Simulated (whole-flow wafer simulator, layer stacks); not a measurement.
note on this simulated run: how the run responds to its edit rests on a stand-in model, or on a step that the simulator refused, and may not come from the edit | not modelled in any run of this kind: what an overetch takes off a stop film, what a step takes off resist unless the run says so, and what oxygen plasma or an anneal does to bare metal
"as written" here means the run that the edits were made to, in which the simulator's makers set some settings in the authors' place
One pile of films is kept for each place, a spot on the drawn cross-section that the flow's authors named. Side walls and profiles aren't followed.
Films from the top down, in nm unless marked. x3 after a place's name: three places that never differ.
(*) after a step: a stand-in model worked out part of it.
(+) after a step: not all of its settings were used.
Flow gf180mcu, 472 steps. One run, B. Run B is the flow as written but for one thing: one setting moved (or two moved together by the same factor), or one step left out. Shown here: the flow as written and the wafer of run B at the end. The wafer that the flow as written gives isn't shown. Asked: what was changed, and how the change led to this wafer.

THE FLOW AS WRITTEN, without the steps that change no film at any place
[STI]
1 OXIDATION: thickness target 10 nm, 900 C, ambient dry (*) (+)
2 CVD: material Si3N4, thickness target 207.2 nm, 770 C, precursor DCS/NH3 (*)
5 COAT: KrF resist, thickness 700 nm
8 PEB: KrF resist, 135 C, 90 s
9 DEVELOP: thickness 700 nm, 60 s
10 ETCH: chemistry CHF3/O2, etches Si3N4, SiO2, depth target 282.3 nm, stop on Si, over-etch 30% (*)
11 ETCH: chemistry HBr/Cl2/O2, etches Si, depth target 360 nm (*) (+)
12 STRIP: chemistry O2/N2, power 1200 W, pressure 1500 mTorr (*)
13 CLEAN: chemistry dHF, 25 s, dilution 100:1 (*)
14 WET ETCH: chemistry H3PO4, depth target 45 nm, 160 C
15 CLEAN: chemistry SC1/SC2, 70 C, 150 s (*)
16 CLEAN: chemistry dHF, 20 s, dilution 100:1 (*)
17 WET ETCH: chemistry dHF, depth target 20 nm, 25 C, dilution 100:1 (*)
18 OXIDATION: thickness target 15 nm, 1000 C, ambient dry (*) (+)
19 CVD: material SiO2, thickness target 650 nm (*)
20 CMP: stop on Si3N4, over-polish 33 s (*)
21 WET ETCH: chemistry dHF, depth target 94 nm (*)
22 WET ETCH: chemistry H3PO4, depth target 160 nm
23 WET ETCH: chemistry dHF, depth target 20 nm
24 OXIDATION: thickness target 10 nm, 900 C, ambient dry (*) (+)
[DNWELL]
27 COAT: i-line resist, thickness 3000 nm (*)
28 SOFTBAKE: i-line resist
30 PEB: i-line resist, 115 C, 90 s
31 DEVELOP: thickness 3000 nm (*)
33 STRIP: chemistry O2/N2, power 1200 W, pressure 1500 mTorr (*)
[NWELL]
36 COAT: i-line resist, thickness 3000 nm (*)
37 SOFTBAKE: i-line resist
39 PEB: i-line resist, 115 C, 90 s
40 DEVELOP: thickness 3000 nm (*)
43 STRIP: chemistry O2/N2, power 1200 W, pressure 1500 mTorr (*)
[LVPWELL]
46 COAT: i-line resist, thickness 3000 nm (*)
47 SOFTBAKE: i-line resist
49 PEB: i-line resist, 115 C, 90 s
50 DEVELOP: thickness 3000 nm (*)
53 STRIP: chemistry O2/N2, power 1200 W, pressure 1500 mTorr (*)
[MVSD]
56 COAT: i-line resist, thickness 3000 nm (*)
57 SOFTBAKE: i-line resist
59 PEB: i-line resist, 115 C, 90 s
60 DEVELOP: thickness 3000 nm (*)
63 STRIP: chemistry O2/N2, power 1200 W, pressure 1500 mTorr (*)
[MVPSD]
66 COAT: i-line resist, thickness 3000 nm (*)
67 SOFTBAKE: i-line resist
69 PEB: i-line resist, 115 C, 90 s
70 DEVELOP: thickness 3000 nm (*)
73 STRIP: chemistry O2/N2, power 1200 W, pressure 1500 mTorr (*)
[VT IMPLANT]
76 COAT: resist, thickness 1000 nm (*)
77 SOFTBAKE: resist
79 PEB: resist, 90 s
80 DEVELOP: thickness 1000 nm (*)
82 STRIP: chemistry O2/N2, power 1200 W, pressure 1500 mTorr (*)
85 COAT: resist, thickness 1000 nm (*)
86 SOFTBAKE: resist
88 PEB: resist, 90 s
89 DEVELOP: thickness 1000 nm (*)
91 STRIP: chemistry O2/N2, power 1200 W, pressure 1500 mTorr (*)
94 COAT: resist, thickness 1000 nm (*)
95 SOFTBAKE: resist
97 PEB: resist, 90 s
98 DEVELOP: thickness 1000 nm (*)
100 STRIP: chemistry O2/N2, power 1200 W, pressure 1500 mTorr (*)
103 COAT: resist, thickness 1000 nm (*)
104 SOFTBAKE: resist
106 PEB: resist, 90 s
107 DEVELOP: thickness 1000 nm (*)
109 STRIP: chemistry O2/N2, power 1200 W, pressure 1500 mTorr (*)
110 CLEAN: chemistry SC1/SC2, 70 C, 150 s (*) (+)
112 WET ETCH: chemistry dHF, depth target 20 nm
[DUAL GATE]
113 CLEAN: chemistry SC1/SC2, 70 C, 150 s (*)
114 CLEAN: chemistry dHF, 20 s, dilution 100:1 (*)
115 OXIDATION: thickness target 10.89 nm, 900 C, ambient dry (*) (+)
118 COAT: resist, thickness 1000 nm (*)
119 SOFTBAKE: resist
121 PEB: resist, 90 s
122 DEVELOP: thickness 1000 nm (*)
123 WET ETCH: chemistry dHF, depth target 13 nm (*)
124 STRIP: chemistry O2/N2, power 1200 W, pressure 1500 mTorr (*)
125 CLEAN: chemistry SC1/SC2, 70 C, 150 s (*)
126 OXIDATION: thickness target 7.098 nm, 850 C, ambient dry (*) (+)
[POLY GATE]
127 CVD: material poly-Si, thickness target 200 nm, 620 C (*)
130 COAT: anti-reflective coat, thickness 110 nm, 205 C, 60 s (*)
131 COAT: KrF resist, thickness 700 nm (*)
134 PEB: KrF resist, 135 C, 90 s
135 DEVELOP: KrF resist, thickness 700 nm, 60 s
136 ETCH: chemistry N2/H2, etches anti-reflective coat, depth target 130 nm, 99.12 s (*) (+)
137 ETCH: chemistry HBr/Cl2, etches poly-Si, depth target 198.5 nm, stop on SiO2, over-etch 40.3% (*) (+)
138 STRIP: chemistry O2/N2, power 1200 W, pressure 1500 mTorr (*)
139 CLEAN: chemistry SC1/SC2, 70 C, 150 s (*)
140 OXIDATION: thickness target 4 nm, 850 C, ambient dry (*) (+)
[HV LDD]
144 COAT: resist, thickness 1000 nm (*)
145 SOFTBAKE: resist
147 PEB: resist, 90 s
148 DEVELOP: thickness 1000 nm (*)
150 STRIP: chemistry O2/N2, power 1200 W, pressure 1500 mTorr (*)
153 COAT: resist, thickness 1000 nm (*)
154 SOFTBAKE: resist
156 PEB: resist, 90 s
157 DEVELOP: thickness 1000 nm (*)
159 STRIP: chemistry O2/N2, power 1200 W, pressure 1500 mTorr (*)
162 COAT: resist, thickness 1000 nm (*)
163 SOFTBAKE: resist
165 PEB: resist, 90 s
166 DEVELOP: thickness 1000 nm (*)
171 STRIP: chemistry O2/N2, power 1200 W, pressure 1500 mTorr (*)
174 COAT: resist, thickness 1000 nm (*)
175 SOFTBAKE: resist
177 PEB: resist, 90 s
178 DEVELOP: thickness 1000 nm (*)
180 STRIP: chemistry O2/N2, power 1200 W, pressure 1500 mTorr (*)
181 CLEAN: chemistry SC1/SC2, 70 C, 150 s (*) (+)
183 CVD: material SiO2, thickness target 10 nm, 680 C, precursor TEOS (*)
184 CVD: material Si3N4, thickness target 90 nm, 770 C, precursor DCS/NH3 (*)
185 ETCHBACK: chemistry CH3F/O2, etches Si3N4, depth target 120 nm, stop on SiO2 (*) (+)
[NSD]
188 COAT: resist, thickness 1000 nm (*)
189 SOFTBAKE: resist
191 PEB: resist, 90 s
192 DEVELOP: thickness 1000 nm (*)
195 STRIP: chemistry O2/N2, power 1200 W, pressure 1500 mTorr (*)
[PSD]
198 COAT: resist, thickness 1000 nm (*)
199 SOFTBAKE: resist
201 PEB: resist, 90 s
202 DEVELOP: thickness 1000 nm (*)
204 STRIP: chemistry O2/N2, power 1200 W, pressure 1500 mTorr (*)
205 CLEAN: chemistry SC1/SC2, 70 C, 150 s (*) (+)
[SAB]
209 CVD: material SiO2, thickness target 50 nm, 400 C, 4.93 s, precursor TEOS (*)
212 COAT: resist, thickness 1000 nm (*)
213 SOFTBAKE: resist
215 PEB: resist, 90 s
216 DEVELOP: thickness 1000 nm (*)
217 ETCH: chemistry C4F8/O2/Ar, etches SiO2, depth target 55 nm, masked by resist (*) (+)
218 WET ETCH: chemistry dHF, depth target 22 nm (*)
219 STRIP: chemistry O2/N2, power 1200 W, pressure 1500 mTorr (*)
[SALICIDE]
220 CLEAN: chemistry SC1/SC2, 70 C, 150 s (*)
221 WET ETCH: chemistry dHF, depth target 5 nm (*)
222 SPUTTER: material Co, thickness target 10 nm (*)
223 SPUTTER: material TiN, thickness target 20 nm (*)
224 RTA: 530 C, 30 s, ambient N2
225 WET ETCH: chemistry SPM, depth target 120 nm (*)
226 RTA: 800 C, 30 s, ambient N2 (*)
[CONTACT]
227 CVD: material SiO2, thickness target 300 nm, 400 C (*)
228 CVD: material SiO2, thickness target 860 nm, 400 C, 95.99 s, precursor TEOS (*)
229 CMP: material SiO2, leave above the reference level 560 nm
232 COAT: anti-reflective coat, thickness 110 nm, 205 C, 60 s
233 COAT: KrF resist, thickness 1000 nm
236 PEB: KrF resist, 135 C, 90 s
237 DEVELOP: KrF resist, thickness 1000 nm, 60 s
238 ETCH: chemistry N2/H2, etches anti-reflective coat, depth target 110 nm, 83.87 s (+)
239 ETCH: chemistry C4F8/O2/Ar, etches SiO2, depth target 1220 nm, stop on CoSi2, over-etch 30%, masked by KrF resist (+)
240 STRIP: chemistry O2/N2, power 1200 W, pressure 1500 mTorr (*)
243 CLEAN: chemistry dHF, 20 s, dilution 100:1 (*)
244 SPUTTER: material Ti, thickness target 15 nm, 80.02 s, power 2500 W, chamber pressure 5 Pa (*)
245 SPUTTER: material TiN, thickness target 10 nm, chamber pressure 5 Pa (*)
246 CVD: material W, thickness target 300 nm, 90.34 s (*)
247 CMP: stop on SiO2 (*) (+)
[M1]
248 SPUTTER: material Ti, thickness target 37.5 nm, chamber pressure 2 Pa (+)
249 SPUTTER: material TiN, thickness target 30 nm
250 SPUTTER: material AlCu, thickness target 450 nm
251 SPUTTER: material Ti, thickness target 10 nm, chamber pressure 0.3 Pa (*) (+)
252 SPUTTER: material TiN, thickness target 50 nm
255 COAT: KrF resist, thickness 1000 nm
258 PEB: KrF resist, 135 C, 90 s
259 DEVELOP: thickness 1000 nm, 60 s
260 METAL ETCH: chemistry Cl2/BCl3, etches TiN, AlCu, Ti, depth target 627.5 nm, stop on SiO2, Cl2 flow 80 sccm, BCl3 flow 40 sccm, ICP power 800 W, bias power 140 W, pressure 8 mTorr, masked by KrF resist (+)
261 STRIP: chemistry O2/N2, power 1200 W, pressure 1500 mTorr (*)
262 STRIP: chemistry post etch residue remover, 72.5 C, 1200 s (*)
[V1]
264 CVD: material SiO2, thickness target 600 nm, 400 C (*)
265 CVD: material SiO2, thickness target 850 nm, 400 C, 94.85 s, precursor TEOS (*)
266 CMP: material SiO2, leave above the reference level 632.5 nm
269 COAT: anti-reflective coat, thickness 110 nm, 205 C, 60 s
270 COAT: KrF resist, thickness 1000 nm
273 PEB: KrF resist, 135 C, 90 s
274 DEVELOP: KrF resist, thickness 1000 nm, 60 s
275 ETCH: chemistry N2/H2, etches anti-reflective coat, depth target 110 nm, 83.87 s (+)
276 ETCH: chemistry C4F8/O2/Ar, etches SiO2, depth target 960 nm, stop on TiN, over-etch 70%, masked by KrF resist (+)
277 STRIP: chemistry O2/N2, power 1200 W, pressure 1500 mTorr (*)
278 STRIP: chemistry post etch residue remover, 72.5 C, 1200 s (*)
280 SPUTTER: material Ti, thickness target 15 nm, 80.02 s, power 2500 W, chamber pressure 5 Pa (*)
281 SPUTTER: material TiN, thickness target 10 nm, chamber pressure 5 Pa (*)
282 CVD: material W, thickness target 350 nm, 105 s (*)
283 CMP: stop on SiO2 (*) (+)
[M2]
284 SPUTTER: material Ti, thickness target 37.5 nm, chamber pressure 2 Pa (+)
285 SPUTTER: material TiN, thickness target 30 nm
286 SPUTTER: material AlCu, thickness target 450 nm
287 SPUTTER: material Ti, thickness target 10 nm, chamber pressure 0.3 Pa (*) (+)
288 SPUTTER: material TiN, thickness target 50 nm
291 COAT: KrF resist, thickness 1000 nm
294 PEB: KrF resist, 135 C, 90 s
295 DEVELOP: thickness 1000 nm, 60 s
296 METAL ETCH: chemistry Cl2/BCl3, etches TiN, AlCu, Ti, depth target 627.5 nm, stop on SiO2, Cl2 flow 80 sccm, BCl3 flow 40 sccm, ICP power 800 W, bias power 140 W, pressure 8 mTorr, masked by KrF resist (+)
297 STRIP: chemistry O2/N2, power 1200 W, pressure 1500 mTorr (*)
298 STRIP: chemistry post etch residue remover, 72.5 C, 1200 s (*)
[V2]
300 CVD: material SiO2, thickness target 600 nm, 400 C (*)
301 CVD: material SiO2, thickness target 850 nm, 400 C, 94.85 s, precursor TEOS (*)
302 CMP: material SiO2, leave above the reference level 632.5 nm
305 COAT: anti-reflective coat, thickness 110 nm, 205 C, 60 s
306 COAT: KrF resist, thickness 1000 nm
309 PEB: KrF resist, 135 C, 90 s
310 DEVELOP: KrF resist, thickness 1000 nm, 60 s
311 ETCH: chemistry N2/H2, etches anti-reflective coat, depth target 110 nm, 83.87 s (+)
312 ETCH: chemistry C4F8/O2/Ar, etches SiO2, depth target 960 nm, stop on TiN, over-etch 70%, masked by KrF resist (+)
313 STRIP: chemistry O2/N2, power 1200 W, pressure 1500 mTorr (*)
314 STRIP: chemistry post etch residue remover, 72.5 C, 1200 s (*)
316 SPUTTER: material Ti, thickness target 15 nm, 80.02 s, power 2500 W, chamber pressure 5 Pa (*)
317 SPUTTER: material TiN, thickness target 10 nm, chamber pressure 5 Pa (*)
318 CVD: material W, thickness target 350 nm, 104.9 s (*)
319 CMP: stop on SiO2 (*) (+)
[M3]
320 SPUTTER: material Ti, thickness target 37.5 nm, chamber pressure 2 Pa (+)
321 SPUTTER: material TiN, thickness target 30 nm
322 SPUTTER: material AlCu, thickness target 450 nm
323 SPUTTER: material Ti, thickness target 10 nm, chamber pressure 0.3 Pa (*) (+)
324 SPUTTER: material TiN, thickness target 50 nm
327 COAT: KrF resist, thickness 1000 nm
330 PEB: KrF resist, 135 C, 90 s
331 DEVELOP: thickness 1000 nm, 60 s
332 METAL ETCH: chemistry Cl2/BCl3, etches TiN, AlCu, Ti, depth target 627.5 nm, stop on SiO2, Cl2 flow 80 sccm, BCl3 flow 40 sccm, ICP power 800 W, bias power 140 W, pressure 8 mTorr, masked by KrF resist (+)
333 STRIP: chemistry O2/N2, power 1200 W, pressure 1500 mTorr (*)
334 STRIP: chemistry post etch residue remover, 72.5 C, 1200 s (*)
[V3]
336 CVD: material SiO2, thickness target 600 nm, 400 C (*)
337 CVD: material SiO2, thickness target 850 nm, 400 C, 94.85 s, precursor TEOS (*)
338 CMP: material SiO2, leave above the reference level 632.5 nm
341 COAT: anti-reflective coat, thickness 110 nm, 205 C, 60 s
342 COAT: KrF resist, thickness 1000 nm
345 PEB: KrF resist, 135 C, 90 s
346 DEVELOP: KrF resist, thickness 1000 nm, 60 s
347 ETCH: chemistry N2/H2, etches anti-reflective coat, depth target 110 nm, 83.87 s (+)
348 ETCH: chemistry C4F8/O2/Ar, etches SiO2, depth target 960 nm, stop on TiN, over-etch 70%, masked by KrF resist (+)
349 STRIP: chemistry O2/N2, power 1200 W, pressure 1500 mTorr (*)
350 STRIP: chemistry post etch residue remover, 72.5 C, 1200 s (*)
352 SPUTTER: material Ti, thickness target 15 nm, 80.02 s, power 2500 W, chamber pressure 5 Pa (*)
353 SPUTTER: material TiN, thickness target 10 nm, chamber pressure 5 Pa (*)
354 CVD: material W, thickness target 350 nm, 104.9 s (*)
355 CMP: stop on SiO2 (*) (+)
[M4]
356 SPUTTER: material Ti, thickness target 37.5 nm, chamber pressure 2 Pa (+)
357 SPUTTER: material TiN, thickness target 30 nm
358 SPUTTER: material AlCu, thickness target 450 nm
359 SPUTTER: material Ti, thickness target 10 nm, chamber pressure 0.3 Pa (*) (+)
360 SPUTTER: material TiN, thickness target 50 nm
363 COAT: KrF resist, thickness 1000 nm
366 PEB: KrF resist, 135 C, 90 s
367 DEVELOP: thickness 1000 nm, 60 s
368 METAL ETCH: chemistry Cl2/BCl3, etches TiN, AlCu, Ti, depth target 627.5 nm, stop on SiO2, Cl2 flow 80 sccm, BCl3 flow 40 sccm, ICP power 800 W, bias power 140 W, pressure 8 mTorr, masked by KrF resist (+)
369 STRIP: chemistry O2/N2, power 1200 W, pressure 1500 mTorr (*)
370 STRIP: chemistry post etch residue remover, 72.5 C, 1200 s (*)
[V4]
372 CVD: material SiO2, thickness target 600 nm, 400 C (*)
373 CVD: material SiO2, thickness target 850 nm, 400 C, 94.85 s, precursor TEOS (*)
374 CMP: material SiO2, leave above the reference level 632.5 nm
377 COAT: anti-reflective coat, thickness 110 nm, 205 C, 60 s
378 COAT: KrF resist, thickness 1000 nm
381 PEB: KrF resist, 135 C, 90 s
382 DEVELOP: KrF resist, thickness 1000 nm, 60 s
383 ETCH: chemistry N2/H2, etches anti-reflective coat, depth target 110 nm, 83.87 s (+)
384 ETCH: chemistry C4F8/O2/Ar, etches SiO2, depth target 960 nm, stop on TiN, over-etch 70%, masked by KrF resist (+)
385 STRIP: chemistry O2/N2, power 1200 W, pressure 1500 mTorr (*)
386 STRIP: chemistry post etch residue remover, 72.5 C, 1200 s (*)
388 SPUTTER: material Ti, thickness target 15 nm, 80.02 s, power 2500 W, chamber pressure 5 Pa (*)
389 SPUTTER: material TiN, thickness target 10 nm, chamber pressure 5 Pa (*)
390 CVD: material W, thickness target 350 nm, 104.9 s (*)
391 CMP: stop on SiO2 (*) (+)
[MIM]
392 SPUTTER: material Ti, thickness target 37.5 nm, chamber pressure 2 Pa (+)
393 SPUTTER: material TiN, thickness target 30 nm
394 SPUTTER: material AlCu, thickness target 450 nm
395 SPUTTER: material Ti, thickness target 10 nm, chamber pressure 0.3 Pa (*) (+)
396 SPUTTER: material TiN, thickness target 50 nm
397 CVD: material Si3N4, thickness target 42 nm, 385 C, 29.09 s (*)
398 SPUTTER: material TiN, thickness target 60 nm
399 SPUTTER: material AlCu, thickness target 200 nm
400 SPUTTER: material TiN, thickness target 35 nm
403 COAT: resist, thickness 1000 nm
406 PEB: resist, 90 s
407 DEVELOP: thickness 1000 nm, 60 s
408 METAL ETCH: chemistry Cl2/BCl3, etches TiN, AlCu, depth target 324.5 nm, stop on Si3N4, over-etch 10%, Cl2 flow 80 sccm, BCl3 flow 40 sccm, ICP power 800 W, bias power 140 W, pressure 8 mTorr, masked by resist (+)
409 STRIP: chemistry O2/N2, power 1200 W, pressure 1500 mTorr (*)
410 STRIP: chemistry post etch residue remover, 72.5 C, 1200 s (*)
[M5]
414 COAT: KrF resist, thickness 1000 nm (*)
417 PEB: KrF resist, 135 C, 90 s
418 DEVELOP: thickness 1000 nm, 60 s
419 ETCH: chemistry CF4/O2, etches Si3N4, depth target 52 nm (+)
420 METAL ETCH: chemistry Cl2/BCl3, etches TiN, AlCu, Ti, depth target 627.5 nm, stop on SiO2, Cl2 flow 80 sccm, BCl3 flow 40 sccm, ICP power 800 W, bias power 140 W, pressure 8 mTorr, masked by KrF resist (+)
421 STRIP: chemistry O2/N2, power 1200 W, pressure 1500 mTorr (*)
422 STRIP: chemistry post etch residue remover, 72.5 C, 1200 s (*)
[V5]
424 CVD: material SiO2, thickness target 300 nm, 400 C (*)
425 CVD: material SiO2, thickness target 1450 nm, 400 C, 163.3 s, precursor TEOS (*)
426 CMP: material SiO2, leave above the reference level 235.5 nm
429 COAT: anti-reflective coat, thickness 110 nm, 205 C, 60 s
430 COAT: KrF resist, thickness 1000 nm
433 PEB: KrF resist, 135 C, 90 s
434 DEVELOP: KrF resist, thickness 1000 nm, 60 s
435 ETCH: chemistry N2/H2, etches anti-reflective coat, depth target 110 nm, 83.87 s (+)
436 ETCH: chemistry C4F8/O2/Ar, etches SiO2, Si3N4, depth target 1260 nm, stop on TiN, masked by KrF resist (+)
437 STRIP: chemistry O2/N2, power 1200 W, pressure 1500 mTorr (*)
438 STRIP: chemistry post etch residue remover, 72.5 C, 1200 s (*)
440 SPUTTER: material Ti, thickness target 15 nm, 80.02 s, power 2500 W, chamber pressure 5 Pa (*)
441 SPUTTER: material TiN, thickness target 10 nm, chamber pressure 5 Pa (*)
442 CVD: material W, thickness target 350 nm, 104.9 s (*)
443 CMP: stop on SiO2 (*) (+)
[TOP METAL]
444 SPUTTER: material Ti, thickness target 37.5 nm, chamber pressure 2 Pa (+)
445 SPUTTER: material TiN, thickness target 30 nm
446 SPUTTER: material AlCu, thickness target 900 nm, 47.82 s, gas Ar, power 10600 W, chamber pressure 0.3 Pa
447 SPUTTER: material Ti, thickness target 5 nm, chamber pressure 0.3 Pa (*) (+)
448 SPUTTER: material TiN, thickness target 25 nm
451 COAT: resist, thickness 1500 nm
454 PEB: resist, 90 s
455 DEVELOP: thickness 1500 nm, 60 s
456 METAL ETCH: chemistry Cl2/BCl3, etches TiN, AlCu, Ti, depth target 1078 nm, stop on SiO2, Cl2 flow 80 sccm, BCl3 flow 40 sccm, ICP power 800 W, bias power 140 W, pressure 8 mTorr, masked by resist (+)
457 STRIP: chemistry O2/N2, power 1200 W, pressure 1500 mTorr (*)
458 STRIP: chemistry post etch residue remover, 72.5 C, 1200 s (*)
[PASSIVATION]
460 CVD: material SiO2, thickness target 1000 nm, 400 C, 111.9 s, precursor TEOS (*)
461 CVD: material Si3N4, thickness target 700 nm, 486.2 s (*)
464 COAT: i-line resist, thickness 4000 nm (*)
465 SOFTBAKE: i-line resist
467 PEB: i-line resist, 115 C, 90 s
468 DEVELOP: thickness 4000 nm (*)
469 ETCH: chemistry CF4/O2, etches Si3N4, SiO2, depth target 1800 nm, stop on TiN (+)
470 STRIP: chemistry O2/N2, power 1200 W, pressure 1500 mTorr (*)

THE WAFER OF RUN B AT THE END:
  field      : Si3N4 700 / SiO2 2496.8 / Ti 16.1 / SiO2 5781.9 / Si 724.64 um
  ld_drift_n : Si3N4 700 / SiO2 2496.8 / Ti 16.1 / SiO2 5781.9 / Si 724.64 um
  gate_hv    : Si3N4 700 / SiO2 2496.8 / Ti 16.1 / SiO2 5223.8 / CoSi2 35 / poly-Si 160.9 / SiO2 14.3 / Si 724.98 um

The cause: step 394, SPUTTER: thickness target 517.5 nm was run, where the flow has thickness target 450 nm.

How the change led to this, step by step:
  394 SPUTTER: material AlCu, thickness target 450 nm
      field, field__w1, field__w2 and 108 more: AlCu +517.5 (new film) (as written it would be: AlCu +450 (new film))
  420 METAL ETCH: chemistry Cl2/BCl3, etches TiN, AlCu, Ti, depth target 627.5 nm, stop on SiO2, Cl2 flow 80 sccm, BCl3 flow 40 sccm, ICP power 800 W, bias power 140 W, pressure 8 mTorr, masked by KrF resist (+)
      field, field__w1, field__w2 and 101 more: TiN -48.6 (all of it), Ti -10 (all of it), AlCu -517.5 (all of it), TiN -30 (all of it), Ti -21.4 (as written it would be: TiN -48.6 (all of it), Ti -10 (all of it), AlCu -450 (all of it), TiN -30 (all of it), Ti -37.5 (all of it))
  424 CVD: material SiO2, thickness target 300 nm, 400 C (*)
      field, field__w1, field__w2 and 101 more: SiO2 +300 (new film) (as written it would be: SiO2 +300)
  426 CMP: material SiO2, leave above the reference level 235.5 nm
      field, field__w1, field__w5 and 92 more: SiO2 -249.4 (as written it would be: SiO2 -300.8)
      field__w2, field__w3, field__w12 and 6 more: SiO2 -218.9 (as written it would be: SiO2 -272.7)
Counting metal films that touch as one body, field has 1 body; the flow as written gives 0 bodies.
Counting metal films that touch as one body, ld_drift_n has 1 body; the flow as written gives 0 bodies.
Counting metal films that touch as one body, gate_hv has 2 bodies (between them, from the top down: SiO2 5223.8); the flow as written gives 1 body.
